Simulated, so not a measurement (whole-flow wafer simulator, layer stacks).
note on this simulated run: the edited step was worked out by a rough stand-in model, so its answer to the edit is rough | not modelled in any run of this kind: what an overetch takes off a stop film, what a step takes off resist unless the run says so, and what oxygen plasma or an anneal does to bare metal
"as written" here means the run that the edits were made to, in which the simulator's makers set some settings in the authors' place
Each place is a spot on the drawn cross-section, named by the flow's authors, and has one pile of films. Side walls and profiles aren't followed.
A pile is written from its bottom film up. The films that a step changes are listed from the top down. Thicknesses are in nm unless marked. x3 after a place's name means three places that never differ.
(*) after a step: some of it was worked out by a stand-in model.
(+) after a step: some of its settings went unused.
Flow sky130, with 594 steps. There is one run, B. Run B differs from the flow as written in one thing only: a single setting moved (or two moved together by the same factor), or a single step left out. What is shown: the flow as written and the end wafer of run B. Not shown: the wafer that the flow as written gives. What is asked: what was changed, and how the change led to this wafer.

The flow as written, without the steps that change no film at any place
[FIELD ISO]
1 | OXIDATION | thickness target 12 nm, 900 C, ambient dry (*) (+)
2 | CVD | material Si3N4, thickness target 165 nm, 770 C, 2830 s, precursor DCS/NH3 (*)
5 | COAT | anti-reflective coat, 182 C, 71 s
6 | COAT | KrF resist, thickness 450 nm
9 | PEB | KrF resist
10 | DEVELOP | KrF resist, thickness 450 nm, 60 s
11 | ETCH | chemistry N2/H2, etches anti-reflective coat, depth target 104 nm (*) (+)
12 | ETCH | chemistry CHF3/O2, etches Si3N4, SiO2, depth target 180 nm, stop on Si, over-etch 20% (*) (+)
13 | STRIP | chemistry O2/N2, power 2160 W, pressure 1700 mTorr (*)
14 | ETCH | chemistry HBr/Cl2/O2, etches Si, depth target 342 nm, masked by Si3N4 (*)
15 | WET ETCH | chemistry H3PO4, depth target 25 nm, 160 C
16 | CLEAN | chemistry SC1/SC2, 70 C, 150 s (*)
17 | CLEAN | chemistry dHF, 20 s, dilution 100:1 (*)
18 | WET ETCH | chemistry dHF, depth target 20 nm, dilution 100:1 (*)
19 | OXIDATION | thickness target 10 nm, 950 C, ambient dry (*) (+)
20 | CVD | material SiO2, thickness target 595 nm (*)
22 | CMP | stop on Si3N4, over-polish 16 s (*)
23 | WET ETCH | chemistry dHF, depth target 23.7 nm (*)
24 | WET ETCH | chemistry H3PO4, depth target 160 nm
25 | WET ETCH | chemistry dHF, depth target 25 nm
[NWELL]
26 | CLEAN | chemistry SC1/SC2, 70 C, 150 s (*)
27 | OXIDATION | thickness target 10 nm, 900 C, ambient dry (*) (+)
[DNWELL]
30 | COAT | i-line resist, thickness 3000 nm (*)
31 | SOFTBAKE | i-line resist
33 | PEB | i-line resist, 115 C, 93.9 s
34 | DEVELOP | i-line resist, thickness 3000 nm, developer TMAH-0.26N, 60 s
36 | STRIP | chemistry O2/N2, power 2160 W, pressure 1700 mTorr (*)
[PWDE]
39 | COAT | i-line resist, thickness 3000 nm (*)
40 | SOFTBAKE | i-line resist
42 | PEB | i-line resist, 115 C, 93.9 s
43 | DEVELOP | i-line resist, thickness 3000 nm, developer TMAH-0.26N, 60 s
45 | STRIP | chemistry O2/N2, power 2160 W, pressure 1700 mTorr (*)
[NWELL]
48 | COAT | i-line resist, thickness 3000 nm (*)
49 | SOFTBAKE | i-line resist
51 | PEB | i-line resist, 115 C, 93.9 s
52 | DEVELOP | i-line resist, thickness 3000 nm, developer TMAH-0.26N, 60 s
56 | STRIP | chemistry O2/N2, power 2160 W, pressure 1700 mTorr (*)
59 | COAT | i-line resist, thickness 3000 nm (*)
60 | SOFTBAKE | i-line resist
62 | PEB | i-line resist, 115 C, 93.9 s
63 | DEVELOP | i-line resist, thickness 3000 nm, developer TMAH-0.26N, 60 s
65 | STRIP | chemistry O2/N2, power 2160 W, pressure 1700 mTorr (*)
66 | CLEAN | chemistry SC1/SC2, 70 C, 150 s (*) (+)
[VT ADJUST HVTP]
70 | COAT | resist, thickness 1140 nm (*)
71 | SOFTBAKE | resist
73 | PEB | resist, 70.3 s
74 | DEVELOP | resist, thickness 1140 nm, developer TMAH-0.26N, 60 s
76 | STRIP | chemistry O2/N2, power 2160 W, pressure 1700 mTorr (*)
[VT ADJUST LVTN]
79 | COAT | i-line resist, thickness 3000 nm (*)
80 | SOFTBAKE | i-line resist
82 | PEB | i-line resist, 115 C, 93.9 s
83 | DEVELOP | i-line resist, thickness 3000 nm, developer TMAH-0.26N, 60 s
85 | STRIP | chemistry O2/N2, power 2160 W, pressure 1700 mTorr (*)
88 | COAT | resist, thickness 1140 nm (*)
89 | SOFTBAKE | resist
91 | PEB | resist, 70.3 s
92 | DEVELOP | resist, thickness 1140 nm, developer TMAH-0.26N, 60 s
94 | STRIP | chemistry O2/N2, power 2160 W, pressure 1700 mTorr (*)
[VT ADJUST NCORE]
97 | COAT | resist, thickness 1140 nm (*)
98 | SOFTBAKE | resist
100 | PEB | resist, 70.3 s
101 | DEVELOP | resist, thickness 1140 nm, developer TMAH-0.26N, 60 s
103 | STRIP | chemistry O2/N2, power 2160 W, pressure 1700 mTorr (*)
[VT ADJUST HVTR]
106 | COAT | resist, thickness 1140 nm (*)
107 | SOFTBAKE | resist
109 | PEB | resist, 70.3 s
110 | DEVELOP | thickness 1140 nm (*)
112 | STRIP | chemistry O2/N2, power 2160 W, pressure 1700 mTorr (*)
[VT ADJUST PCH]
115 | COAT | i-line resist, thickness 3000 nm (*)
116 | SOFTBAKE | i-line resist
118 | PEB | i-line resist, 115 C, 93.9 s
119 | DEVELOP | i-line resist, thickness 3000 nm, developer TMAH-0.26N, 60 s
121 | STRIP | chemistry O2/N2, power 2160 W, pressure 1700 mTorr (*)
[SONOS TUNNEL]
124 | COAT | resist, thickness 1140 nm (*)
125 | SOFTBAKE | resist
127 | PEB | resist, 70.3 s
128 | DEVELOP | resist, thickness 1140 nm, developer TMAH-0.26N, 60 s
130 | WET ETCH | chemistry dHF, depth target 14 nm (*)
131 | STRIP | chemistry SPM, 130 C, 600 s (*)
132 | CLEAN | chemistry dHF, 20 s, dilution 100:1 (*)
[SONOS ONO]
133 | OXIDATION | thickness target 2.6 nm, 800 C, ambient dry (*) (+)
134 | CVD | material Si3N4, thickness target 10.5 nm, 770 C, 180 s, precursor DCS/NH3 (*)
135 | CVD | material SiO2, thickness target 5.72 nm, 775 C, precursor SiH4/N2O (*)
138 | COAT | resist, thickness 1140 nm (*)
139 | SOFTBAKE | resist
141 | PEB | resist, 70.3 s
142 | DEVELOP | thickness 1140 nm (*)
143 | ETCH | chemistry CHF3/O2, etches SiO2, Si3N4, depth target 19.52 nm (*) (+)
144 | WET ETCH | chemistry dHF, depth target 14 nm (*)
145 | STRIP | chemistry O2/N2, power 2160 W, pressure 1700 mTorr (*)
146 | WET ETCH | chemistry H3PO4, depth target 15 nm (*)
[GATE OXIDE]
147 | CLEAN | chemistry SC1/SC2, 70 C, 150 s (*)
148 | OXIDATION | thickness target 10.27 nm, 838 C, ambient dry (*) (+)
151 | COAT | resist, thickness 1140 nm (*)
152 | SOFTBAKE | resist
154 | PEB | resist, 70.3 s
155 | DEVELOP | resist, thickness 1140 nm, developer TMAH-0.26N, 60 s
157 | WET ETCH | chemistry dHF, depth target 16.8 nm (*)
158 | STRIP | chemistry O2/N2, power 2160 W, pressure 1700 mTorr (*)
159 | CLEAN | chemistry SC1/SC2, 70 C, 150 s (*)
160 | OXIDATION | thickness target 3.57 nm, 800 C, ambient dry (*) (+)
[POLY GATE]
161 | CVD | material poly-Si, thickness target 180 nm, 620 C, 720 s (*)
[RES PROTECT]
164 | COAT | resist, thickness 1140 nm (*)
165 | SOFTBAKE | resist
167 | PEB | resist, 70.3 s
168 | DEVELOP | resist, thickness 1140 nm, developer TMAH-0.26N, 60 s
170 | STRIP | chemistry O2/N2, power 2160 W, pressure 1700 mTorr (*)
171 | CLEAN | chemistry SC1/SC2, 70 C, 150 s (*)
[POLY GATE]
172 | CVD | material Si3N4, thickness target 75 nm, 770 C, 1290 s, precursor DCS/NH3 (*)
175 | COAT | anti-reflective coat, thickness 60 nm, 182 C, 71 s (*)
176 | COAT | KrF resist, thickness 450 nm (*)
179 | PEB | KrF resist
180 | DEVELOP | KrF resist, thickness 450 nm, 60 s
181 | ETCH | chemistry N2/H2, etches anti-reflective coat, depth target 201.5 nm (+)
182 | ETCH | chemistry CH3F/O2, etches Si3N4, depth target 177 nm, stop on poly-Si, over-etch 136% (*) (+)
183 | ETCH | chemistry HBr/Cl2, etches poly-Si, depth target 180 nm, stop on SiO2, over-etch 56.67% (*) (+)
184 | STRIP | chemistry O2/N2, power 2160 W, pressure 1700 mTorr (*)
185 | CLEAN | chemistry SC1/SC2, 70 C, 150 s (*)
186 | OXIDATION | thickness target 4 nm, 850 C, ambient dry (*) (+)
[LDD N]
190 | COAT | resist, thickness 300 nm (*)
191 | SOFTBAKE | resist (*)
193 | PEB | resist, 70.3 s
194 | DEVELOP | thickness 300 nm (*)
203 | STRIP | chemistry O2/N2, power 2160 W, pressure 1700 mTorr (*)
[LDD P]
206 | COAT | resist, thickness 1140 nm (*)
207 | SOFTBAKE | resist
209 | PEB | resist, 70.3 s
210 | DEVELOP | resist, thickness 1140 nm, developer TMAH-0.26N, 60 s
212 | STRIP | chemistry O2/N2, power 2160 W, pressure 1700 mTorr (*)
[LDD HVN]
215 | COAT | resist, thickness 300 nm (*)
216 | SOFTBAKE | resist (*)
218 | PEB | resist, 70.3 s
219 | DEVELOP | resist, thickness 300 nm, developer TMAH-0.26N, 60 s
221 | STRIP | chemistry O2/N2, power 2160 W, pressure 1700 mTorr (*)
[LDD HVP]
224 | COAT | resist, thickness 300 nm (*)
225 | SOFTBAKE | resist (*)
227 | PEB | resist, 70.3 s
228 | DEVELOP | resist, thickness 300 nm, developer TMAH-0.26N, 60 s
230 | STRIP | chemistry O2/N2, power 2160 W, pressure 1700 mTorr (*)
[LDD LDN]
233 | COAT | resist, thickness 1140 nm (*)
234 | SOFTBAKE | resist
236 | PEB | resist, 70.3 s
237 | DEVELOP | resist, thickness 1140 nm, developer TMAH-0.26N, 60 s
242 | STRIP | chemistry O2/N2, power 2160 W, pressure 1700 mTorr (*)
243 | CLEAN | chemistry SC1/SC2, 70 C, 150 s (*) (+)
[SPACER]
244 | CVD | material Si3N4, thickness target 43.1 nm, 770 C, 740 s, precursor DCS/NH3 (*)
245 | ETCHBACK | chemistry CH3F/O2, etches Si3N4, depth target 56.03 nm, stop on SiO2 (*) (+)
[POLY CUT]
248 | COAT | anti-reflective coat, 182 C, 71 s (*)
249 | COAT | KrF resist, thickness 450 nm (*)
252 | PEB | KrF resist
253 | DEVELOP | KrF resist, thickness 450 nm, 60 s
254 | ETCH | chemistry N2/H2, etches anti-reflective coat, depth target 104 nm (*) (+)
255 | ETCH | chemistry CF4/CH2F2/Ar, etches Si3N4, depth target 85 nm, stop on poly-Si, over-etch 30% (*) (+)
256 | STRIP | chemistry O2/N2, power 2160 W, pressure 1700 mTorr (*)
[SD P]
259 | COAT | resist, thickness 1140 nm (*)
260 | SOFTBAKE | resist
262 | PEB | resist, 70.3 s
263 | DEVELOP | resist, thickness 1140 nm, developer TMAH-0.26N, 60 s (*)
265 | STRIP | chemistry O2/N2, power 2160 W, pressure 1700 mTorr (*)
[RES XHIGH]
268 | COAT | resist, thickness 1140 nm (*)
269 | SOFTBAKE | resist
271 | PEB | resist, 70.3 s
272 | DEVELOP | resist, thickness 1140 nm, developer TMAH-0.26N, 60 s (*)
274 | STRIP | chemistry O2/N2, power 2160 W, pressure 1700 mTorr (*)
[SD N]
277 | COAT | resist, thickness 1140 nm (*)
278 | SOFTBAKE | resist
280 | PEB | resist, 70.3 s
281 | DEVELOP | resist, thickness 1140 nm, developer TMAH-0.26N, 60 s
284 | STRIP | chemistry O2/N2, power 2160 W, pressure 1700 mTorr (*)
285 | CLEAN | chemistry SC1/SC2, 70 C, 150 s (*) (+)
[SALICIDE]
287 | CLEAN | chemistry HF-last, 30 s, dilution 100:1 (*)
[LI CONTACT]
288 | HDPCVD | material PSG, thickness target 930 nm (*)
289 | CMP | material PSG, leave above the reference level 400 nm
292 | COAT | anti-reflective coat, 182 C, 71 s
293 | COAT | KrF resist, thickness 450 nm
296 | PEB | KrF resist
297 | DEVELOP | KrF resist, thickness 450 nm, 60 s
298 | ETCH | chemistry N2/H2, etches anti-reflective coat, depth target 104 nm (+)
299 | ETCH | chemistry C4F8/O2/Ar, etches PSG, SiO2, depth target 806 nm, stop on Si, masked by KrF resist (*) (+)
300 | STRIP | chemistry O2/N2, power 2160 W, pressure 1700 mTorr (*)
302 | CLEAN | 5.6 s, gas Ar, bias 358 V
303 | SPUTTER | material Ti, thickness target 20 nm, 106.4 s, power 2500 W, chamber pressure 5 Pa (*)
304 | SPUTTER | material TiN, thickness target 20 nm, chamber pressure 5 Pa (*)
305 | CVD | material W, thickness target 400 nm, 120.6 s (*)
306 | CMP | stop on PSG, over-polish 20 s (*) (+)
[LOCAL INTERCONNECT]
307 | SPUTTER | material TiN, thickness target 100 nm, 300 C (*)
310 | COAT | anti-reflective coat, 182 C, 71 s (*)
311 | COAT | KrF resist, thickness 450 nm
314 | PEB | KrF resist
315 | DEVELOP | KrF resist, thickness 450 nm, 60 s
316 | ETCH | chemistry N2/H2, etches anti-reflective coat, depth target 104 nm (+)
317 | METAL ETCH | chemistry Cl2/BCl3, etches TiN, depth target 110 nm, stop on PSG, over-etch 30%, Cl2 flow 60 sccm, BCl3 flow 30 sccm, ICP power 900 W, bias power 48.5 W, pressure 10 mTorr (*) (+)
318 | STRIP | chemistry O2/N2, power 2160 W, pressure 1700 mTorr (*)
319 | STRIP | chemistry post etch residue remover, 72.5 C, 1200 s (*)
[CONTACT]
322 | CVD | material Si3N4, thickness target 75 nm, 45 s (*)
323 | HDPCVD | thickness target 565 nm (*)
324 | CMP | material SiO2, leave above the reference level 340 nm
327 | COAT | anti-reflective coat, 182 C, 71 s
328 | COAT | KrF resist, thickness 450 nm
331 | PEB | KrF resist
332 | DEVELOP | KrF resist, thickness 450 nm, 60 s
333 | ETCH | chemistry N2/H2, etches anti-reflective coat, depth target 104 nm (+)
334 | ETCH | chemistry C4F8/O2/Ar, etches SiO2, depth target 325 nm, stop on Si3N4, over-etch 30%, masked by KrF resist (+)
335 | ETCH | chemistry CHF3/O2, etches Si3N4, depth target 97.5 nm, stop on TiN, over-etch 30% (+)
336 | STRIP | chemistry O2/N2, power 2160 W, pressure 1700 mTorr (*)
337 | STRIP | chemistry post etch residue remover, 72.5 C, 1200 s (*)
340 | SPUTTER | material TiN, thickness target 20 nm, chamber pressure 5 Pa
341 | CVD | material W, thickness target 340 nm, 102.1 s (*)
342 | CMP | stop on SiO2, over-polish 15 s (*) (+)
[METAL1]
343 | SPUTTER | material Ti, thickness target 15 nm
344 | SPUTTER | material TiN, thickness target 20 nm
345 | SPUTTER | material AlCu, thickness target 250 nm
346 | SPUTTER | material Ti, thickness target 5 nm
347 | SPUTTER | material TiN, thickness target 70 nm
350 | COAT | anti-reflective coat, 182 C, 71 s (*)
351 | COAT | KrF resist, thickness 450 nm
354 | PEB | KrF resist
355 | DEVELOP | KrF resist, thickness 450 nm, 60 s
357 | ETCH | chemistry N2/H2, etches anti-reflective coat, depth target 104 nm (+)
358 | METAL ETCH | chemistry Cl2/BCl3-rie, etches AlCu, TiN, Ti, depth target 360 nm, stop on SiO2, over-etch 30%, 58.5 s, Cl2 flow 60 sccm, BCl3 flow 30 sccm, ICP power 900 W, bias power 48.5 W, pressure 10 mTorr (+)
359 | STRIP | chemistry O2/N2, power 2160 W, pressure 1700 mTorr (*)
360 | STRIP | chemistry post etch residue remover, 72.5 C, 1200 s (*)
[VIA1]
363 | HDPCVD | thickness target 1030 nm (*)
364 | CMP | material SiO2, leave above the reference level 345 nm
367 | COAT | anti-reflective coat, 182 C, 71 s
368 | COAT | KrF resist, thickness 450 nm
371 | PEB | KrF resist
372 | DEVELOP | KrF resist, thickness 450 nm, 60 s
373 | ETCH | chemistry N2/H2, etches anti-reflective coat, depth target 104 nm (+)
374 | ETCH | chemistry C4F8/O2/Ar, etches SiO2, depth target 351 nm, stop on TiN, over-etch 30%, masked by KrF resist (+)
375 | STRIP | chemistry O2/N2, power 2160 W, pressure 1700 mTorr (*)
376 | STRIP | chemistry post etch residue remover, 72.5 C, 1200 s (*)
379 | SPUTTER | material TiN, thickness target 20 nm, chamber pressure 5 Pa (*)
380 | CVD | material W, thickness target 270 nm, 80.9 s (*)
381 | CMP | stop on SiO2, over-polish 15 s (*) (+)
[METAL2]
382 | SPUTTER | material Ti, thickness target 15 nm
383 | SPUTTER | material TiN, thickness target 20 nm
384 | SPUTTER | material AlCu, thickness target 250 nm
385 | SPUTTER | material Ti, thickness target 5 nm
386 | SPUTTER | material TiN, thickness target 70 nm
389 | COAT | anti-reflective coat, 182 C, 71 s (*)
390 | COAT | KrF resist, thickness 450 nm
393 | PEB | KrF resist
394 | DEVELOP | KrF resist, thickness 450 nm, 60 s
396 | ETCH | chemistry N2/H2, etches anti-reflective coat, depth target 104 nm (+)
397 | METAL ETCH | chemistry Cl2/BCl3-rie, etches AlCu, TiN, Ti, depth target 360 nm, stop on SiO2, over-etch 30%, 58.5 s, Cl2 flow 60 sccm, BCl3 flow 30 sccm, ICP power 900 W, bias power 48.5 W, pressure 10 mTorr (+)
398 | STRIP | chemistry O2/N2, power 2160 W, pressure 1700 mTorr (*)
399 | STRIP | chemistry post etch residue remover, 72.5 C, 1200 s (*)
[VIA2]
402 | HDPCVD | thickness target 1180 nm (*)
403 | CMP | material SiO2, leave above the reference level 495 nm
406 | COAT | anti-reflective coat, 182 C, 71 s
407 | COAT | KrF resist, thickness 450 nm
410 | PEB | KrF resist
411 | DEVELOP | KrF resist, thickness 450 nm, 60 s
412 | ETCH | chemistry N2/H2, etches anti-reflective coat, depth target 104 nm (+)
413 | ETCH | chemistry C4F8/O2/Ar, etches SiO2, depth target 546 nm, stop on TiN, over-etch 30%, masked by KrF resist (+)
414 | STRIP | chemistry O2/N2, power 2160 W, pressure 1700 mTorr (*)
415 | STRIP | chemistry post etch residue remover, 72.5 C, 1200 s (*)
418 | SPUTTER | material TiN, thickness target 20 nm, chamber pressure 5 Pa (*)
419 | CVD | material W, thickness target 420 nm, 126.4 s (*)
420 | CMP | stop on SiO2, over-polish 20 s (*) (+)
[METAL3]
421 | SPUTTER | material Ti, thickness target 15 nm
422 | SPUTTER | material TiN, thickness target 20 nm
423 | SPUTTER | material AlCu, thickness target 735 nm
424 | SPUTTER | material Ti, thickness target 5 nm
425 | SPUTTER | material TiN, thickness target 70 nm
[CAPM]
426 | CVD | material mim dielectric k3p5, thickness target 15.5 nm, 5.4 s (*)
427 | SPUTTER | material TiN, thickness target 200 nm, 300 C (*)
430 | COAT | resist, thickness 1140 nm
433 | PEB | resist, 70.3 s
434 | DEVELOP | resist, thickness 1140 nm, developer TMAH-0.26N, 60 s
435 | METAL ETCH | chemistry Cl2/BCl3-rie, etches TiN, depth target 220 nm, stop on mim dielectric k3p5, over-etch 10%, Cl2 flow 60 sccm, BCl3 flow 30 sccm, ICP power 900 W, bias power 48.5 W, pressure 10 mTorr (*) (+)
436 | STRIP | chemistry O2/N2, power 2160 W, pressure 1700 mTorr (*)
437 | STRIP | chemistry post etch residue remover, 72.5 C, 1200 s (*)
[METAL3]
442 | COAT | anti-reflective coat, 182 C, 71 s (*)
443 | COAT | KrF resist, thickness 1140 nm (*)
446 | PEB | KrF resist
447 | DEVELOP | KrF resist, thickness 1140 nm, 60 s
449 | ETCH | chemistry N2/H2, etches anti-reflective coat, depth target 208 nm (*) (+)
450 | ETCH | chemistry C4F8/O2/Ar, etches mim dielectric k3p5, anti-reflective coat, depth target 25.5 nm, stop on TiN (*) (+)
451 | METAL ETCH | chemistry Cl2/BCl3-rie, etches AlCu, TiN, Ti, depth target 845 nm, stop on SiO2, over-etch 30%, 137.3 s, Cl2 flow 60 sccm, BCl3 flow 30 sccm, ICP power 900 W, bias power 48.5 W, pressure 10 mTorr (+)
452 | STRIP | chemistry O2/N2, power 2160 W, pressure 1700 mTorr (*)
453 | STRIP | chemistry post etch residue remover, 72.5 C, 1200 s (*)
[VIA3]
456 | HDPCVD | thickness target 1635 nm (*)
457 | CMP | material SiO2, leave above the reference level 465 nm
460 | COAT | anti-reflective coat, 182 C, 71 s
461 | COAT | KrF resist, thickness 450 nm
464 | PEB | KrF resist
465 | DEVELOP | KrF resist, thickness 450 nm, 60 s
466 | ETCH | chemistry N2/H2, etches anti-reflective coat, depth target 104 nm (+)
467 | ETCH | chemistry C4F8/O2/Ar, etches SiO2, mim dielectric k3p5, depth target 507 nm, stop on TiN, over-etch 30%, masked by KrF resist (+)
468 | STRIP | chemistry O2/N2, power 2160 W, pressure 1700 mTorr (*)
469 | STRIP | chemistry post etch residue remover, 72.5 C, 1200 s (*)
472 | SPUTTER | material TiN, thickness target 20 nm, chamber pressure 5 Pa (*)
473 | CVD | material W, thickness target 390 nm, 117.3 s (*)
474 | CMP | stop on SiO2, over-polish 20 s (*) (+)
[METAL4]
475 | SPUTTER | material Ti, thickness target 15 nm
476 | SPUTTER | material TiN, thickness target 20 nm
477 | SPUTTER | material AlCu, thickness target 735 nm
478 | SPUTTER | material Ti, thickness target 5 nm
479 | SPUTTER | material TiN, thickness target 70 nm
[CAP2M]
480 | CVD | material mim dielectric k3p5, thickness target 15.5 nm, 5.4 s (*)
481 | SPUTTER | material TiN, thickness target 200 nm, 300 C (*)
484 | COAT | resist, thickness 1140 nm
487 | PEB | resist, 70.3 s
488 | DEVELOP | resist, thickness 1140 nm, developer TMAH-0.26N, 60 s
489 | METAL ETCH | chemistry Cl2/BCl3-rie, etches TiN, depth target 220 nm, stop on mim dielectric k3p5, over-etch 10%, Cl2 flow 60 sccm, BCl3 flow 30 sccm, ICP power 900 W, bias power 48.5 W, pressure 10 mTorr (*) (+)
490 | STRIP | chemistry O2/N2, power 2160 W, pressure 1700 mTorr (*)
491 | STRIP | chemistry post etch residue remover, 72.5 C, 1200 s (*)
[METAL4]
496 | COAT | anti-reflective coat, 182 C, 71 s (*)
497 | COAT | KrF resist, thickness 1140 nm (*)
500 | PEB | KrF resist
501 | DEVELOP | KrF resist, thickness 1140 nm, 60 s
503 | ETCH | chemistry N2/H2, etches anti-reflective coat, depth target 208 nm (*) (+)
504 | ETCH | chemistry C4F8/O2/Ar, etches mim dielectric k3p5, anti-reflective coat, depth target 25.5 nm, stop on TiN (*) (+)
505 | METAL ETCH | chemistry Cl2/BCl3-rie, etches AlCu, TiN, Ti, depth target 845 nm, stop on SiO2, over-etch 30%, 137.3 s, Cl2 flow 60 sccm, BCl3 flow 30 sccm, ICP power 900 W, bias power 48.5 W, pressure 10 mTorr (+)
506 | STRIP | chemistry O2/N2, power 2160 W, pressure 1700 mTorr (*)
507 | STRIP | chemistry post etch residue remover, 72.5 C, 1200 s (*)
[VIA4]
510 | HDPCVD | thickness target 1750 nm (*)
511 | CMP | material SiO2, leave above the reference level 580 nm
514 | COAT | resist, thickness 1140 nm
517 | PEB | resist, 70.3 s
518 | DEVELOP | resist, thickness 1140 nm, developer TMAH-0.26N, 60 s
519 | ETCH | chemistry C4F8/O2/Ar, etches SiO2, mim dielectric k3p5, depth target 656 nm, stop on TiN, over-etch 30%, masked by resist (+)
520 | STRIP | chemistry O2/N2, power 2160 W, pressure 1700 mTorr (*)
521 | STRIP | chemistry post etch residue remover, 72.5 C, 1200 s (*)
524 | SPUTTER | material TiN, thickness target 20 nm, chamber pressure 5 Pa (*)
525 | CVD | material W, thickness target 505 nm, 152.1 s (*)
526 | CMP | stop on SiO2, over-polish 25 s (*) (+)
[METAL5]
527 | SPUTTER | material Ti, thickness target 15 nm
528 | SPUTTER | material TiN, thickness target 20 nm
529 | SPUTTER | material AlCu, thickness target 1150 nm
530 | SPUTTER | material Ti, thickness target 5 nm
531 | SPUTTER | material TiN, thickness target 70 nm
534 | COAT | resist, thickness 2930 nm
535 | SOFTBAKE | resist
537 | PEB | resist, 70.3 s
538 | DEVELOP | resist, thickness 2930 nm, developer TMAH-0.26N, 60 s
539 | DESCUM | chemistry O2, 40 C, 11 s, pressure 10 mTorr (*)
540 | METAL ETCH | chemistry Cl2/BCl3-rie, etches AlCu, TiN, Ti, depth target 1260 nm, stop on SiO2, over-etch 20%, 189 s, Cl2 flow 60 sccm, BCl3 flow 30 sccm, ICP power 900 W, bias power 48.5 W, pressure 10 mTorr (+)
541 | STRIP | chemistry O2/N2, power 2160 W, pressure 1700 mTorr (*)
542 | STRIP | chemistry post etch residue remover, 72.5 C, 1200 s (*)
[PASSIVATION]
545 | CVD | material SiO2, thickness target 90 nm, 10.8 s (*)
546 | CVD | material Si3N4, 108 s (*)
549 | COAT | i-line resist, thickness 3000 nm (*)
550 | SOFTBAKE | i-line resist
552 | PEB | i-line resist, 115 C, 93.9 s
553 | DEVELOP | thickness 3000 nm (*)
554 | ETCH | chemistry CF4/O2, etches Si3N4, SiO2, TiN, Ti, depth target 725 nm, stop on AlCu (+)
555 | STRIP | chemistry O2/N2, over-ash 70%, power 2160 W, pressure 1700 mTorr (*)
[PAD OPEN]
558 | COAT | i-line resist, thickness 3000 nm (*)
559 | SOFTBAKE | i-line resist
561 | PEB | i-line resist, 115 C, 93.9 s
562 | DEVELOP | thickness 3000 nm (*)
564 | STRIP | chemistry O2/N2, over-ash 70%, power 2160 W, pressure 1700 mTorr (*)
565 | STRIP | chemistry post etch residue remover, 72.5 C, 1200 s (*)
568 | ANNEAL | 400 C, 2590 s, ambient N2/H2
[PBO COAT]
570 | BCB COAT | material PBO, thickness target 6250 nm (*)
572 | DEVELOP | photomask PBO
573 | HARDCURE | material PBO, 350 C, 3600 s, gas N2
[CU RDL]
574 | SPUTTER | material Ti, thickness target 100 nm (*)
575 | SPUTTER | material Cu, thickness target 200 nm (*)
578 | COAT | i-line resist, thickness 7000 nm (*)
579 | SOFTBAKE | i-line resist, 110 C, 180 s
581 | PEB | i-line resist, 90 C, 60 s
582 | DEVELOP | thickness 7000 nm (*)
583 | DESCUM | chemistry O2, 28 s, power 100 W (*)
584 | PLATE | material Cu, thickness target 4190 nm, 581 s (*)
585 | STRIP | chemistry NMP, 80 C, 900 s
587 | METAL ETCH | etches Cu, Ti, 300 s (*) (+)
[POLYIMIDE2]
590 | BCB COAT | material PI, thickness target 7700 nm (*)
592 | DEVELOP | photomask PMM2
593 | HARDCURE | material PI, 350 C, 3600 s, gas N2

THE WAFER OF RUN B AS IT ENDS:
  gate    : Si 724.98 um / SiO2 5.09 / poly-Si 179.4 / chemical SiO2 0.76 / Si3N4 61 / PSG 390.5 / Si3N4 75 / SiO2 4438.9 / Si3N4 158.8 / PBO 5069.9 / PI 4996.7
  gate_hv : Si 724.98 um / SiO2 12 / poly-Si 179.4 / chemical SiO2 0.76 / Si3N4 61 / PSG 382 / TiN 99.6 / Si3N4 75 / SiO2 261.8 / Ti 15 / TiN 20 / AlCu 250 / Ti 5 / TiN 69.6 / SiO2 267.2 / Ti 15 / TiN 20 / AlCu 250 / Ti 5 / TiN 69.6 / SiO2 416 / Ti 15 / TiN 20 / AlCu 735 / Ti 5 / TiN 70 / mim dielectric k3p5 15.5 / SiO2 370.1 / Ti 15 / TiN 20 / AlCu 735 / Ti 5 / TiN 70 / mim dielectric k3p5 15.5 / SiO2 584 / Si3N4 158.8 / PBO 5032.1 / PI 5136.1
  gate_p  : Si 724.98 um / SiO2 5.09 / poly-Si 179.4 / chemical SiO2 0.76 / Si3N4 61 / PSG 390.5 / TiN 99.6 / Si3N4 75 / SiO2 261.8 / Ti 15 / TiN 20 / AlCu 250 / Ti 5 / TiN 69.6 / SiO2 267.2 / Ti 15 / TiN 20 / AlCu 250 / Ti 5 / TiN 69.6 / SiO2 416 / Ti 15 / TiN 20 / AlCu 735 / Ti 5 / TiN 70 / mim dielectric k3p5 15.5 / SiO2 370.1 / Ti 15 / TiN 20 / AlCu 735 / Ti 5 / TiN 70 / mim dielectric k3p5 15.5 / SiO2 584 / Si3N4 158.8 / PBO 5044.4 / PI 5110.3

The reason: step 160, OXIDATION: thickness target 5.09 nm was run, while the flow as written has thickness target 3.57 nm.
The wafer itself shows it: gate has SiO2 5.09, and step 160 as written asks for 3.57 nm.

Step by step, how the change led to this:
  160 | OXIDATION | thickness target 3.57 nm, 800 C, ambient dry (*) (+)
      active, n_well, p_well and 58 more: SiO2 gains 5.09 (new film), chemical SiO2 loses 0.76 (all of it), Si loses 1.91 (in the flow as written it would be: SiO2 gains 3.57 (new film), chemical SiO2 loses 0.76 (all of it), Si loses 1.24)
      gate_hv, m1, pad and 37 more: SiO2 gains 2.08, Si loses 0.91 (in the flow as written it would be: SiO2 gains 0.85, Si loses 0.37)
  299 | ETCH | chemistry C4F8/O2/Ar, etches PSG, SiO2, depth target 806 nm, stop on Si, masked by KrF resist (*) (+)
      contact, ndiff_licon, ndiff_licon_cpp: PSG loses 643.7 (all of it), SiO2 loses 2.43 (all of it) (in the flow as written it would be: PSG loses 643.6 (all of it), SiO2 loses 1.16 (all of it))
  306 | CMP | stop on PSG, over-polish 20 s (*) (+)
      poly_licon: W loses 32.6 (in the flow as written it would be: W loses 33.3)
